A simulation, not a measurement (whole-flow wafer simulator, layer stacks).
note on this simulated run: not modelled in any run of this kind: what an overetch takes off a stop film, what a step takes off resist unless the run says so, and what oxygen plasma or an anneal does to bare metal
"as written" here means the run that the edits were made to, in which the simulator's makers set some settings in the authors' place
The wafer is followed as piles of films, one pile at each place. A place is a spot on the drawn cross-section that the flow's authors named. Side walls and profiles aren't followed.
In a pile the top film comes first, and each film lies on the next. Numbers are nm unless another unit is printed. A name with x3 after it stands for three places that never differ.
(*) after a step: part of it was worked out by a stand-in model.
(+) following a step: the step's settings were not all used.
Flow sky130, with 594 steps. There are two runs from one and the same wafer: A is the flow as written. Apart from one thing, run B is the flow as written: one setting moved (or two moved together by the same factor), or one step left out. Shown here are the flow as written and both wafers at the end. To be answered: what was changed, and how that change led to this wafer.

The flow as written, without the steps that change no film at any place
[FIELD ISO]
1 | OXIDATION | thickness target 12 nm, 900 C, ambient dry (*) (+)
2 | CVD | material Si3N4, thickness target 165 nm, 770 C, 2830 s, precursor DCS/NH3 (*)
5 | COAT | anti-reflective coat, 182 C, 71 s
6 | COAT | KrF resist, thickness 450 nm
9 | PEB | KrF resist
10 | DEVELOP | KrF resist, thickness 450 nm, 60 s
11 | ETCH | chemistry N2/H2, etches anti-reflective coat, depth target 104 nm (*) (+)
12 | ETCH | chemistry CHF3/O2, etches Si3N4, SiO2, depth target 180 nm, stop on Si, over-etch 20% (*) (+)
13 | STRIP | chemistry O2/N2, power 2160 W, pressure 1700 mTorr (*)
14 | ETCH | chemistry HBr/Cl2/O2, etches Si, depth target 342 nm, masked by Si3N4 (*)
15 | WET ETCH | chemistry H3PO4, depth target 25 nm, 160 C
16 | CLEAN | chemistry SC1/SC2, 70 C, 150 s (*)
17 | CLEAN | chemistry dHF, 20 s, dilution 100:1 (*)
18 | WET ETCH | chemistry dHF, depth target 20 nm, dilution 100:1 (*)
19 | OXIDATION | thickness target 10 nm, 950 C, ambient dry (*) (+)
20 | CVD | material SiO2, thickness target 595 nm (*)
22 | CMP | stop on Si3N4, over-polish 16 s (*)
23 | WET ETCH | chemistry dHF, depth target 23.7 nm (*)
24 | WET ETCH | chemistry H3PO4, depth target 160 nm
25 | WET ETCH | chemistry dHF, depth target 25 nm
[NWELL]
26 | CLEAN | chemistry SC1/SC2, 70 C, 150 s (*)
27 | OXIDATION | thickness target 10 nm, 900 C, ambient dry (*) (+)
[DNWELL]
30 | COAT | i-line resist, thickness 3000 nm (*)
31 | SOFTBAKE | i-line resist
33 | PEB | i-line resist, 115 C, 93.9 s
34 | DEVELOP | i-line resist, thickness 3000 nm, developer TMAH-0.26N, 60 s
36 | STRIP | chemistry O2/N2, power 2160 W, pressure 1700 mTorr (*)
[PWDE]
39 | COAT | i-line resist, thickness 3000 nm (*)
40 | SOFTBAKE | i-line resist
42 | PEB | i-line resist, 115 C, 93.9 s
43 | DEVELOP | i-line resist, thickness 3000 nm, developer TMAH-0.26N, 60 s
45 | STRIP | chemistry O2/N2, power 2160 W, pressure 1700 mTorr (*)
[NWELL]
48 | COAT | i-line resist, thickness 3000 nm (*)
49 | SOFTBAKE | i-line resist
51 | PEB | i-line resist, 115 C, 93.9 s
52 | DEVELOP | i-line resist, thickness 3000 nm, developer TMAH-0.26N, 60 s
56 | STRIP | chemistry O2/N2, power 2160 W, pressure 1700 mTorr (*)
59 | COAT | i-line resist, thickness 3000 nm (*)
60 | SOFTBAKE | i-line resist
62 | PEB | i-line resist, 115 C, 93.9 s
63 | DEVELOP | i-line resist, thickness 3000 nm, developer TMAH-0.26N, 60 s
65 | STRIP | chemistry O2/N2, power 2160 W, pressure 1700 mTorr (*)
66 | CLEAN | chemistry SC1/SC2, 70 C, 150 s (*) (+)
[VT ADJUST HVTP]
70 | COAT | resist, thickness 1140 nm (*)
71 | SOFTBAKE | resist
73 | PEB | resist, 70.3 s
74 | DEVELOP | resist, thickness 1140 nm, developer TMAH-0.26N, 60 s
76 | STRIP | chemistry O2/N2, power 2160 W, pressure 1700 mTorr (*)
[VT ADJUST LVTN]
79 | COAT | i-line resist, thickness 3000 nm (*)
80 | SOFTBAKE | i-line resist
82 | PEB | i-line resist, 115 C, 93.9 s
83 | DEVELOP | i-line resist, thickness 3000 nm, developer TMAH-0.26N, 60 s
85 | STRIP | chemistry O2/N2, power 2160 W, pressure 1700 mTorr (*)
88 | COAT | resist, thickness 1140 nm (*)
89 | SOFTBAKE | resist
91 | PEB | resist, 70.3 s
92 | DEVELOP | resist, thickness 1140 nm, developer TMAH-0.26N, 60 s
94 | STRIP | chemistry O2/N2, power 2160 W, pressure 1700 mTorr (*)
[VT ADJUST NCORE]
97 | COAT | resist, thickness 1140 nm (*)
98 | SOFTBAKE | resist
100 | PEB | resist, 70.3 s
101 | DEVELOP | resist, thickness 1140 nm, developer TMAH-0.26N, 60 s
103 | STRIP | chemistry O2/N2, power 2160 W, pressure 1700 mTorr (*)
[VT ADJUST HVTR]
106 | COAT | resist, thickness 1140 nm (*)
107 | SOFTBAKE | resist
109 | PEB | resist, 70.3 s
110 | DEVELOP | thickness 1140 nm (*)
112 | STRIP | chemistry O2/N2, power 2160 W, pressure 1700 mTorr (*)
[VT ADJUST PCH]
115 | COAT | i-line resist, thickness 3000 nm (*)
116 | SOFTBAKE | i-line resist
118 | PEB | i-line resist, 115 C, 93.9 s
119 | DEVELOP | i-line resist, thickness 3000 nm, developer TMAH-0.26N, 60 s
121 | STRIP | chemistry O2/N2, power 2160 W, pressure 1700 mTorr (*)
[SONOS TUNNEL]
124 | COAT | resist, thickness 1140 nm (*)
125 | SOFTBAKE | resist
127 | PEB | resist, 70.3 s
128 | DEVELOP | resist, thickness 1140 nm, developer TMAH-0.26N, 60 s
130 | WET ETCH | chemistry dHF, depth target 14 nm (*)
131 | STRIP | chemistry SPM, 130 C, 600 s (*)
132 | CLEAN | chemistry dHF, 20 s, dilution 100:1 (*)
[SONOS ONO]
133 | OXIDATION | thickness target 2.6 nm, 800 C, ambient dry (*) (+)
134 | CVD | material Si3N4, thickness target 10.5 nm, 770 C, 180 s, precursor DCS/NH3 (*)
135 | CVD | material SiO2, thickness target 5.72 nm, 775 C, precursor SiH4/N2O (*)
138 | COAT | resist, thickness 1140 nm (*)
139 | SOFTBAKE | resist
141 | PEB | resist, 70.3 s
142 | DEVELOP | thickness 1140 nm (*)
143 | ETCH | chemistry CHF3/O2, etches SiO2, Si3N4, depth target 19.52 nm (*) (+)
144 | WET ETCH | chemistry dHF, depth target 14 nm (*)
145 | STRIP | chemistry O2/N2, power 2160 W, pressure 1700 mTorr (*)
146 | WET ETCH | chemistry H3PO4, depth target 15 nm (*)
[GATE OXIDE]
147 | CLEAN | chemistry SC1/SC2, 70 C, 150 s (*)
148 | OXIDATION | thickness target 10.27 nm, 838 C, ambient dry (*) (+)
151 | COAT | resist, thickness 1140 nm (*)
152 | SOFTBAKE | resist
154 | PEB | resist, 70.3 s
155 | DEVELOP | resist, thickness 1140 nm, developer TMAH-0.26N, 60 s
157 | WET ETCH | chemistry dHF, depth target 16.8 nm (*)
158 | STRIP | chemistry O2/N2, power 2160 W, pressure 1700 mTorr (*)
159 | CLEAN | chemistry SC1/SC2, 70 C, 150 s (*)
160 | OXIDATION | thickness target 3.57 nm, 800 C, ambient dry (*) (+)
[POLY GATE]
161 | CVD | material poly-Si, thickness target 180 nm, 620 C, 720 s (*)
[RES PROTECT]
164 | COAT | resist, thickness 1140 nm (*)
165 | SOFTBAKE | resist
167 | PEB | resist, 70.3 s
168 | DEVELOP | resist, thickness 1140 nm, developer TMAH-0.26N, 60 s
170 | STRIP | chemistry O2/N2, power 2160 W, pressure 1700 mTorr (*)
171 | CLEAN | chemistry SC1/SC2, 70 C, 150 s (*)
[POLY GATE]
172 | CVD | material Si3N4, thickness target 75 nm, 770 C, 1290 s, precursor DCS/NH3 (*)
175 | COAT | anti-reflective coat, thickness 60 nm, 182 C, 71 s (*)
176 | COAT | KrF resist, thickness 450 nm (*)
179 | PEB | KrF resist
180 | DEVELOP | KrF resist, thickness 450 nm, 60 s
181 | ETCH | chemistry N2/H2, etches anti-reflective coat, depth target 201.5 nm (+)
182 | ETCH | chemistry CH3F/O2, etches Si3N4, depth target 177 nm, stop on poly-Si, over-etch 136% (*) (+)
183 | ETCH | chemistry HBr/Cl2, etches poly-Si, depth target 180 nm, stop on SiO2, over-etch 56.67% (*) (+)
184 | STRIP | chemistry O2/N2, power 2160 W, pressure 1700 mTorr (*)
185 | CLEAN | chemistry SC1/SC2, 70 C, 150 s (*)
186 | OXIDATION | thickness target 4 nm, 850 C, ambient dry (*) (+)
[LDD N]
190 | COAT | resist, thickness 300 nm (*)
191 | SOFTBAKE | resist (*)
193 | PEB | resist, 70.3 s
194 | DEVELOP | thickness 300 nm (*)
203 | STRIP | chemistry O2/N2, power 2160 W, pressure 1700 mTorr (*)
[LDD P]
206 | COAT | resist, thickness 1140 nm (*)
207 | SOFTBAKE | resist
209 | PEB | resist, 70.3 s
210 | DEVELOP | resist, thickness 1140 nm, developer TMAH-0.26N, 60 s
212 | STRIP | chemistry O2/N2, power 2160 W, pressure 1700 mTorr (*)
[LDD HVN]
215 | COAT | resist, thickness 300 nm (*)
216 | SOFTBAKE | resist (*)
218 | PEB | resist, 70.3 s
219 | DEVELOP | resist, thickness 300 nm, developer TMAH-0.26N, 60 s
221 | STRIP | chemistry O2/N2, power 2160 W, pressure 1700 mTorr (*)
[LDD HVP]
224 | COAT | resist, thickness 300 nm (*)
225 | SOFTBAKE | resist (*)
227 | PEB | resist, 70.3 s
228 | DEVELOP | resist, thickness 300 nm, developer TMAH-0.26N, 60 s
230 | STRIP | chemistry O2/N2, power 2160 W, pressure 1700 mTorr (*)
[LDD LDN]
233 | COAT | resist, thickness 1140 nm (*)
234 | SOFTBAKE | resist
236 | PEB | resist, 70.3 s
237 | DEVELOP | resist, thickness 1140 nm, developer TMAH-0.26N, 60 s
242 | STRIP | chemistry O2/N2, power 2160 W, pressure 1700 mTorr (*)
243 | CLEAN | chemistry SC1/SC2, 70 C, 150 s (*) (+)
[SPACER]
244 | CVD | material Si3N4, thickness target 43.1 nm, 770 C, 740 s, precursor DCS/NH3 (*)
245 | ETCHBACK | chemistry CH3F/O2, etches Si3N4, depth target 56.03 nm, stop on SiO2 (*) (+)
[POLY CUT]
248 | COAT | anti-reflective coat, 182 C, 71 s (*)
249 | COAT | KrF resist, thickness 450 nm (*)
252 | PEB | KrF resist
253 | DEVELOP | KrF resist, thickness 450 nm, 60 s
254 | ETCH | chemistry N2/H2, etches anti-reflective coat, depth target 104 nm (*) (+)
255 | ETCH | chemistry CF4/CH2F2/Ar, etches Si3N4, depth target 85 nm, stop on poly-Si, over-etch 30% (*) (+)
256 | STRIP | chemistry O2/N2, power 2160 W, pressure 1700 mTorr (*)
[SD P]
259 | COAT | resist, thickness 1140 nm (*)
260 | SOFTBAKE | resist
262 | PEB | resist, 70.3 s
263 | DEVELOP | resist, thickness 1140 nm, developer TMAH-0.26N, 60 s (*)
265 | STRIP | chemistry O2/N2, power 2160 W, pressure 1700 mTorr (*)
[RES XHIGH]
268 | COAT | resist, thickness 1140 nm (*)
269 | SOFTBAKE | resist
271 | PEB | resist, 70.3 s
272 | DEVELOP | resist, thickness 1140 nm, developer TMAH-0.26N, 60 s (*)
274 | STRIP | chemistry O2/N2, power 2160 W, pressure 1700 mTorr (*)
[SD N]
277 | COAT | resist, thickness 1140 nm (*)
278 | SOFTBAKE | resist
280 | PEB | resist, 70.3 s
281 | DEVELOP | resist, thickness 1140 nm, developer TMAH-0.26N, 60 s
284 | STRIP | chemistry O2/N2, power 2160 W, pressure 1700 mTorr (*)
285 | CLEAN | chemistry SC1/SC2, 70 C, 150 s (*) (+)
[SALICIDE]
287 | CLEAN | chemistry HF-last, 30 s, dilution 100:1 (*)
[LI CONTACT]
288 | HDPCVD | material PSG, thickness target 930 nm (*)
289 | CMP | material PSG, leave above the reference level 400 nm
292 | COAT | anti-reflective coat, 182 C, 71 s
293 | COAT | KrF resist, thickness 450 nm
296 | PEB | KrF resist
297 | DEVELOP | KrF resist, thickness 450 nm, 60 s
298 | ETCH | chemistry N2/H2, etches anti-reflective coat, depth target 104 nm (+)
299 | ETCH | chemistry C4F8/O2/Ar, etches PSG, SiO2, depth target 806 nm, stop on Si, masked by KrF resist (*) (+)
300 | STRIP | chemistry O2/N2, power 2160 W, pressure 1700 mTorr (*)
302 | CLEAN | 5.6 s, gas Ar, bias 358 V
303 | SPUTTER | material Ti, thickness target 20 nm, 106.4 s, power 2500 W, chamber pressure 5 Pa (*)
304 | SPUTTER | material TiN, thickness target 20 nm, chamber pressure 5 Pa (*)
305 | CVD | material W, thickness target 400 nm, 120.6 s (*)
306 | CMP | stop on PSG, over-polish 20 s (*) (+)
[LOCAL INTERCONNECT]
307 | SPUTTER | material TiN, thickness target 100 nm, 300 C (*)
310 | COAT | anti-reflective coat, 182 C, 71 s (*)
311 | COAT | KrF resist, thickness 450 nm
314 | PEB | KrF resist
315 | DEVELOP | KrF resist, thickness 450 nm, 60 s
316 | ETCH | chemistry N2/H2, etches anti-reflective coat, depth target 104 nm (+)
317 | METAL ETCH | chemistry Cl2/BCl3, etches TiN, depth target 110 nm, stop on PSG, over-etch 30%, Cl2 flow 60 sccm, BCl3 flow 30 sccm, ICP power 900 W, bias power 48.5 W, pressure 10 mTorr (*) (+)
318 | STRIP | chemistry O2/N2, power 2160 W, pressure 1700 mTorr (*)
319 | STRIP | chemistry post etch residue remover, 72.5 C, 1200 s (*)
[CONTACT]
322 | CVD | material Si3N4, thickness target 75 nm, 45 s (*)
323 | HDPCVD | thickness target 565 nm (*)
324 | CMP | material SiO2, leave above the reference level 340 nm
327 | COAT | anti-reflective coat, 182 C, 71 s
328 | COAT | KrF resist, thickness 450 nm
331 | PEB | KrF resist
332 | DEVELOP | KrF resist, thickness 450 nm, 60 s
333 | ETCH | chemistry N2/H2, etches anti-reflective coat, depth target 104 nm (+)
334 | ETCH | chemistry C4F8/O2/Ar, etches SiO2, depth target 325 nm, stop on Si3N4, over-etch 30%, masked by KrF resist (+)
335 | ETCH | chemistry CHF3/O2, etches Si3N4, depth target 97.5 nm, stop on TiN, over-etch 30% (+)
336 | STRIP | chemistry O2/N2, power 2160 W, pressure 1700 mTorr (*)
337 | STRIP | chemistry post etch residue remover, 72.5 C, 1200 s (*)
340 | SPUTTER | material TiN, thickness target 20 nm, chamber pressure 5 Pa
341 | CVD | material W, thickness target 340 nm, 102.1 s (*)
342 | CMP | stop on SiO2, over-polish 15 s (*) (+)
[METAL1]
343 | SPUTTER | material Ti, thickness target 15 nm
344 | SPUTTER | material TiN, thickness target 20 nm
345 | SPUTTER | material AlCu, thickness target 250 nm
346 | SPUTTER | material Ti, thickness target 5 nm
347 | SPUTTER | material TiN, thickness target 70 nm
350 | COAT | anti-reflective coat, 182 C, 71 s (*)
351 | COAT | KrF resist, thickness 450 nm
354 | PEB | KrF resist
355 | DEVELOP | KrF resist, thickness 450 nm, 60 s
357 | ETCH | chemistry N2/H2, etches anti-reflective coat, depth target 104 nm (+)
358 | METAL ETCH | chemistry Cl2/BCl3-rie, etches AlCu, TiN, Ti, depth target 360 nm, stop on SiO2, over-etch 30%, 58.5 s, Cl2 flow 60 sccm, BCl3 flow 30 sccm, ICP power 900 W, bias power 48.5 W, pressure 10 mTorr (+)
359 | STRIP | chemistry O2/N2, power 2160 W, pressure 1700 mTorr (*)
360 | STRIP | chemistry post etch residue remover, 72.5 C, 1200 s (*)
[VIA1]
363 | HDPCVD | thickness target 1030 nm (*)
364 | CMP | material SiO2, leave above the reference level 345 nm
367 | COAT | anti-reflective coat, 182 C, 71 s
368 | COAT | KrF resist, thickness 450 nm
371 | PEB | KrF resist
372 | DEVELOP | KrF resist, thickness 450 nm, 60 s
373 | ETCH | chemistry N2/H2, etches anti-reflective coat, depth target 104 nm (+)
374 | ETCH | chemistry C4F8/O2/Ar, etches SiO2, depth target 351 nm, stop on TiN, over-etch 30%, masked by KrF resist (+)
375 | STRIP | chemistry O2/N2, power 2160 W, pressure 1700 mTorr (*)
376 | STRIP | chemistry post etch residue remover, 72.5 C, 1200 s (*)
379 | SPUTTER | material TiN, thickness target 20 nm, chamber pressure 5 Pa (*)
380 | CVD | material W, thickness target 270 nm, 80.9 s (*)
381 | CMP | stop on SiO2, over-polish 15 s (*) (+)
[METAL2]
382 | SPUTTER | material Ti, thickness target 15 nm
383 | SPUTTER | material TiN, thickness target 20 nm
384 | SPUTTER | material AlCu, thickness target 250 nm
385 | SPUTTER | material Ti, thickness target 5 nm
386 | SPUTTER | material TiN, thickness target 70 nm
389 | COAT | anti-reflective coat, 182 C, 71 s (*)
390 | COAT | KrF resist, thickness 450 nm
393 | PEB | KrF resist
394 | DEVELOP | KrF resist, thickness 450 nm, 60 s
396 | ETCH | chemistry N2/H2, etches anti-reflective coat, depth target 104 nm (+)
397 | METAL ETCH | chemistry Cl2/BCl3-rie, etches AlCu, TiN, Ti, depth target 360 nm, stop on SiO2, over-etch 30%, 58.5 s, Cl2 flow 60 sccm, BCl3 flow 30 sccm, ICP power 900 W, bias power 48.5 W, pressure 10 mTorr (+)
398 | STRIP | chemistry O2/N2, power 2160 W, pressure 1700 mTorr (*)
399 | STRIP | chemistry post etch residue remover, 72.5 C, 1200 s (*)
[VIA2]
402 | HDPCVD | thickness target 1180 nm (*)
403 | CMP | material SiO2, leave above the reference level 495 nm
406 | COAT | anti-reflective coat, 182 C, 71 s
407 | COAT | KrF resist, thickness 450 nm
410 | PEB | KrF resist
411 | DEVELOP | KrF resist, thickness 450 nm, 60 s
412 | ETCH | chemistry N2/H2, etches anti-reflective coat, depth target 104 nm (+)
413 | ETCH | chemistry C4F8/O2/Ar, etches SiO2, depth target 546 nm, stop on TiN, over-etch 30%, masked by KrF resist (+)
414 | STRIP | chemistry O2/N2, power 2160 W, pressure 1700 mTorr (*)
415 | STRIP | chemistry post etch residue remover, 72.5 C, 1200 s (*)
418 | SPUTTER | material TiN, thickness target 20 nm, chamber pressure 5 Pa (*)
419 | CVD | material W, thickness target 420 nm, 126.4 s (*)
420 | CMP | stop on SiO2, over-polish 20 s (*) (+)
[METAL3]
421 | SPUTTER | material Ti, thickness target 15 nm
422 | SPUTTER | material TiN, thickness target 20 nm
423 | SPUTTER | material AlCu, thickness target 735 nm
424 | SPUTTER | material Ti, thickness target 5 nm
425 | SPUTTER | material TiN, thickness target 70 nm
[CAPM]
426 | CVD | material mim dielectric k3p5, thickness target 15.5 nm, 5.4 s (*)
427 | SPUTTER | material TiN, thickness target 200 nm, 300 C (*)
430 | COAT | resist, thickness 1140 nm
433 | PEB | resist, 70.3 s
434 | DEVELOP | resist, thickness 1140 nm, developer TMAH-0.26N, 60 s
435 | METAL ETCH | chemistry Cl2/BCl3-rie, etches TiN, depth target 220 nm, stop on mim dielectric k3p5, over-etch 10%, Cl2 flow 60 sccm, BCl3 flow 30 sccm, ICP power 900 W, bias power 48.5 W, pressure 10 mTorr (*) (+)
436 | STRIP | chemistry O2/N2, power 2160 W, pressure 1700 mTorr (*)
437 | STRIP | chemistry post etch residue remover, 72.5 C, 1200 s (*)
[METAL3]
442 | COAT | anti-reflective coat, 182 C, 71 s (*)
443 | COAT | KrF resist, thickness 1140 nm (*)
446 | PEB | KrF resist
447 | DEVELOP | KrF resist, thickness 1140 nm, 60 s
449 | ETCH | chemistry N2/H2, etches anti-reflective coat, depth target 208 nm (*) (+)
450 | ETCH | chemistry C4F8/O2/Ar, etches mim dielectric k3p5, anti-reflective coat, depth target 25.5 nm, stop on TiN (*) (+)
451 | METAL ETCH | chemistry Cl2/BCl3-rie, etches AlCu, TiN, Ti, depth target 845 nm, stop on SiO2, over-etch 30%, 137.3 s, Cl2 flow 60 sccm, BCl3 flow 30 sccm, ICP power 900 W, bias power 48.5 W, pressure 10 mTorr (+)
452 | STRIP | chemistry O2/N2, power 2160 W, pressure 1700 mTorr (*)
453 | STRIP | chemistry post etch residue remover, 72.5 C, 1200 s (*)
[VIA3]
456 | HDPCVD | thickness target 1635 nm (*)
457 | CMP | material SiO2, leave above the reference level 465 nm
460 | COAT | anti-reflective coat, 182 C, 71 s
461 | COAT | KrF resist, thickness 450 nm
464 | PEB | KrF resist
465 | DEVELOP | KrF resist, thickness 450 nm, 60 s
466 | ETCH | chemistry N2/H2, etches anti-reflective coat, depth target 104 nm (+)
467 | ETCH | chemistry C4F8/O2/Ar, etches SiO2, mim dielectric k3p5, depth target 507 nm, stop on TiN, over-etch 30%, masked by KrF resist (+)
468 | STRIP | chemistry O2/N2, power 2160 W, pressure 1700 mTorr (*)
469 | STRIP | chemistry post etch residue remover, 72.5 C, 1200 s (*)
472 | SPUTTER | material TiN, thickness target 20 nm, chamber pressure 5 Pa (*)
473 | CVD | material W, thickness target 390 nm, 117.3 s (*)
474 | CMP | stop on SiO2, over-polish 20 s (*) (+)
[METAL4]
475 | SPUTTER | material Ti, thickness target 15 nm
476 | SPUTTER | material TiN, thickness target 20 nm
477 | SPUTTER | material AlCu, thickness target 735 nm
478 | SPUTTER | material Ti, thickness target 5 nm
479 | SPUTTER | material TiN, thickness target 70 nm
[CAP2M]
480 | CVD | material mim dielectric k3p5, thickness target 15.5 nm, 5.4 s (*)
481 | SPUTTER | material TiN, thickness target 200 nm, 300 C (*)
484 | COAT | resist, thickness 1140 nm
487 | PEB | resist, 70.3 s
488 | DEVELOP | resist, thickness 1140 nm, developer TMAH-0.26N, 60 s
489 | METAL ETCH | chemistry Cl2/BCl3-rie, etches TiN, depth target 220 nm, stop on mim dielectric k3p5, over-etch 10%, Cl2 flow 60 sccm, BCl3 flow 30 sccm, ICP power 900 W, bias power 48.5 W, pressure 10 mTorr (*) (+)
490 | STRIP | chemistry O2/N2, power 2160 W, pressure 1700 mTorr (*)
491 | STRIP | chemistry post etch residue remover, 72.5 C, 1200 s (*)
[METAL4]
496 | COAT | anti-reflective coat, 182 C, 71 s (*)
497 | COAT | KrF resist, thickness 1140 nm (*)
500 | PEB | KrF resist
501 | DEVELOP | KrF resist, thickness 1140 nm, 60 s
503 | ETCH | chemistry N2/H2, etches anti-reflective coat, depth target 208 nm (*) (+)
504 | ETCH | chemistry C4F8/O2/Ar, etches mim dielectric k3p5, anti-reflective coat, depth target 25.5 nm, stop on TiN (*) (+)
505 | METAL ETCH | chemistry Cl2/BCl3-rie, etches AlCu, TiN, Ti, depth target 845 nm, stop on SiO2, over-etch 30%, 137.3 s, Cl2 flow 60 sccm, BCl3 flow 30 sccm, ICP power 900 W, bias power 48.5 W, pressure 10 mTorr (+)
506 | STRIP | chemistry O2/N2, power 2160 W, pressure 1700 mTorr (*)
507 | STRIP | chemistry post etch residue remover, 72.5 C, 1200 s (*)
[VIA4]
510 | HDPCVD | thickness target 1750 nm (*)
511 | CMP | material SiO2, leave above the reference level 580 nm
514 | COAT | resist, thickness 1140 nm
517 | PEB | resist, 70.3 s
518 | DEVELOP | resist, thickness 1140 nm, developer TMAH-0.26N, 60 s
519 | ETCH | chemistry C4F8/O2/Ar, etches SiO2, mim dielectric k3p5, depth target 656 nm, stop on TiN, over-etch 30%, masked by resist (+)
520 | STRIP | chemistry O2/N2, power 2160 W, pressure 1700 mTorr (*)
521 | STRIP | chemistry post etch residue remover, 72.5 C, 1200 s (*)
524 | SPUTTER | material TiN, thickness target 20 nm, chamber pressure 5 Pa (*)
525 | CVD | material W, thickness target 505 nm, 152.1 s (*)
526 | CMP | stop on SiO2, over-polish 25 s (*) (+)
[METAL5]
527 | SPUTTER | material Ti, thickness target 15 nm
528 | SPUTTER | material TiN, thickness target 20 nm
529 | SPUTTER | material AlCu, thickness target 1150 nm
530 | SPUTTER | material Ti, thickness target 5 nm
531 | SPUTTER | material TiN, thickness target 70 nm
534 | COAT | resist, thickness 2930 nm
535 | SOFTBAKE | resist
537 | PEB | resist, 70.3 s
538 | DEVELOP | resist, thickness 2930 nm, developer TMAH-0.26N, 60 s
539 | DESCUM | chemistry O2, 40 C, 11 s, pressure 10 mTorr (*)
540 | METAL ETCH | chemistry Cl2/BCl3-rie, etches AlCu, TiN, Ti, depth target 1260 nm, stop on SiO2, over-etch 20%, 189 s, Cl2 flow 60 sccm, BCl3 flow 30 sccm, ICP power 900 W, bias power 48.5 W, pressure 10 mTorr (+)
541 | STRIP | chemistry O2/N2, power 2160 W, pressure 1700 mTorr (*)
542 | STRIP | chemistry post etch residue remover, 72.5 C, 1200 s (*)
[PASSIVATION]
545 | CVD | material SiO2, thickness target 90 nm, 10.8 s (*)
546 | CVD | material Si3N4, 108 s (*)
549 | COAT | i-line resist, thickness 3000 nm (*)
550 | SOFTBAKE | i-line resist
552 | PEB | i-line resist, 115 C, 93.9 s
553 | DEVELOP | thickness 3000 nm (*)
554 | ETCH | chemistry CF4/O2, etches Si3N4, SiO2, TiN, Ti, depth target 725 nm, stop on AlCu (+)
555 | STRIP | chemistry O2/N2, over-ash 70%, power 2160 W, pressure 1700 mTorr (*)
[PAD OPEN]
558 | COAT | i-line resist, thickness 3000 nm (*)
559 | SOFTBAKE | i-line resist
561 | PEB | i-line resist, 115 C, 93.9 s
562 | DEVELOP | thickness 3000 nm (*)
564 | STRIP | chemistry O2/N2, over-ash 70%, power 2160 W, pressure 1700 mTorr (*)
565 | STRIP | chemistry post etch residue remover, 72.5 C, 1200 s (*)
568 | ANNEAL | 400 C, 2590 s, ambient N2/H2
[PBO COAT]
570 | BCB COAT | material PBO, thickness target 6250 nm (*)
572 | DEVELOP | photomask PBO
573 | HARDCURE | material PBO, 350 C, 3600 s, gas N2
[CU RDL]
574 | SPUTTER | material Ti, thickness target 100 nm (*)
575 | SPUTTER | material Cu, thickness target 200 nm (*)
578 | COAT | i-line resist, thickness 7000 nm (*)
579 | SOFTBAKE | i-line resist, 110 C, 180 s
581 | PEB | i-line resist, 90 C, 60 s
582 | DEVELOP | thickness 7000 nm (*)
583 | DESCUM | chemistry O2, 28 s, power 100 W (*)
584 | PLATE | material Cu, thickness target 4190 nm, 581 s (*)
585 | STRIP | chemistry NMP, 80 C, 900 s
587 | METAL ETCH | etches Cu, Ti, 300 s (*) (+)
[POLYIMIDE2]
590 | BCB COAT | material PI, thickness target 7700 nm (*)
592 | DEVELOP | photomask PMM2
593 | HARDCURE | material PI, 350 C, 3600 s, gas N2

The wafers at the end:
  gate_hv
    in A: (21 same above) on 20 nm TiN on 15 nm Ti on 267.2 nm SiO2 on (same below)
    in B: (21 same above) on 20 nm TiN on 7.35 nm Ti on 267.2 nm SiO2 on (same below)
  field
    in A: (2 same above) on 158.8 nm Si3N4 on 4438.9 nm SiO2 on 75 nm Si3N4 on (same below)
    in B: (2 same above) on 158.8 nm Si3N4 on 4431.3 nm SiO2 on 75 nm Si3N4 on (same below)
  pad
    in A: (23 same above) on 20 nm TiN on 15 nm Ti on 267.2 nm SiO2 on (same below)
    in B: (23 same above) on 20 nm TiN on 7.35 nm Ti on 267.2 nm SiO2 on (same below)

What caused this: step 382, SPUTTER: thickness target 7.35 nm was run, though the flow has thickness target 15 nm.
The wafer itself shows it: gate_hv has Ti 7.35, and step 382 as written asks for 15 nm.

How this came from the change, step by step:
  382 | SPUTTER | material Ti, thickness target 15 nm
      field, active, n_well and 188 more: A +15 Ti (new film) | B +7.35 Ti (new film)
  397 | METAL ETCH | chemistry Cl2/BCl3-rie, etches AlCu, TiN, Ti, depth target 360 nm, stop on SiO2, over-etch 30%, 58.5 s, Cl2 flow 60 sccm, BCl3 flow 30 sccm, ICP power 900 W, bias power 48.5 W, pressure 10 mTorr (+)
      field, active, gate and 82 more: A -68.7 TiN (all of it), -5 Ti (all of it), -250 AlCu (all of it), -20 TiN (all of it), -15 Ti (all of it), -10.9 SiO2 | B -68.7 TiN (all of it), -5 Ti (all of it), -250 AlCu (all of it), -20 TiN (all of it), -7.35 Ti (all of it), -11.7 SiO2
